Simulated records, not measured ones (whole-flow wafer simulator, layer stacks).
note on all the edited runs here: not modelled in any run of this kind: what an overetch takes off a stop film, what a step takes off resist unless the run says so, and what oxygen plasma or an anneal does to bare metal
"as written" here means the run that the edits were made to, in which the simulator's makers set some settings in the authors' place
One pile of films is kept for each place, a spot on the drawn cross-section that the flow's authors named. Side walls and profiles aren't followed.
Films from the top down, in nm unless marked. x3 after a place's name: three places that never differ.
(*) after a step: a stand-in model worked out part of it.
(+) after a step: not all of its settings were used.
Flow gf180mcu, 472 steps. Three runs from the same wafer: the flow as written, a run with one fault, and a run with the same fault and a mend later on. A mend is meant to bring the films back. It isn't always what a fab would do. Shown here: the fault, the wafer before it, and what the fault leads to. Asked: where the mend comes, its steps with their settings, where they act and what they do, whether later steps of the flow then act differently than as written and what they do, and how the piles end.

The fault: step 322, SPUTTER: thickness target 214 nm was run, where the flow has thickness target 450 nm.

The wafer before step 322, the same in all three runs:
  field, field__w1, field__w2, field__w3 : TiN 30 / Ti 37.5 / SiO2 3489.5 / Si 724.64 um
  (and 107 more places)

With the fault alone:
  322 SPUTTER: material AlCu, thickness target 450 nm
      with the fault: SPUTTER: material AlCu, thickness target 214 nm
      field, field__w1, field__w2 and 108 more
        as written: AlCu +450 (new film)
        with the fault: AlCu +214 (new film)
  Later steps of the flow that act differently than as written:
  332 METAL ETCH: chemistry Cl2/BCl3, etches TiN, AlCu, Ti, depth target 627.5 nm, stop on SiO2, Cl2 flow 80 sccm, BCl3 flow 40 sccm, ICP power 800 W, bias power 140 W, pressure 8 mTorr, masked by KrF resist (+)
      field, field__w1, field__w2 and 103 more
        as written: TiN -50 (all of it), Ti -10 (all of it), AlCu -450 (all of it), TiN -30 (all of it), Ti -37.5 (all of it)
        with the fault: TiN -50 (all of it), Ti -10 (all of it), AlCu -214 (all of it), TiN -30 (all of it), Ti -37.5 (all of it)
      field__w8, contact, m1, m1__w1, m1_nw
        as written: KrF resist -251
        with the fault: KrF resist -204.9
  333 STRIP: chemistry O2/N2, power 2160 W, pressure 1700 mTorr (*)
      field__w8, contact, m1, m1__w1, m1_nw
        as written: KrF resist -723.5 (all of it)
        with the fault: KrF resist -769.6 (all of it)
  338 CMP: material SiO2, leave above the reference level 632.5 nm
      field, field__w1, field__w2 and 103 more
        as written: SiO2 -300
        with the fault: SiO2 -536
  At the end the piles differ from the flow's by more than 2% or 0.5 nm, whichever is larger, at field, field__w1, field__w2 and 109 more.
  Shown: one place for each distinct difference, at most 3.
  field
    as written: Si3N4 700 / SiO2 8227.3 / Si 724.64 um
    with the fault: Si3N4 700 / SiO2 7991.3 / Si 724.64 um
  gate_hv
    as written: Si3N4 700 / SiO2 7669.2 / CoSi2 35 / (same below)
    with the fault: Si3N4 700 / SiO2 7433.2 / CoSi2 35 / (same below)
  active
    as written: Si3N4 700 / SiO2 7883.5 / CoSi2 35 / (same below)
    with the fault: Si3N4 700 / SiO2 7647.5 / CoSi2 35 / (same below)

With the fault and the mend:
  The mend comes after step 322.
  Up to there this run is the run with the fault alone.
  322a SPUTTER: material AlCu, thickness target 236 nm (the flow's step 322 once more, with other settings)
      field, field__w1, field__w2 and 108 more
        AlCu +236
  No later step of the flow acts differently than as written at any place that is followed.
  At the end the piles are the same as the flow's at every place that both follow.
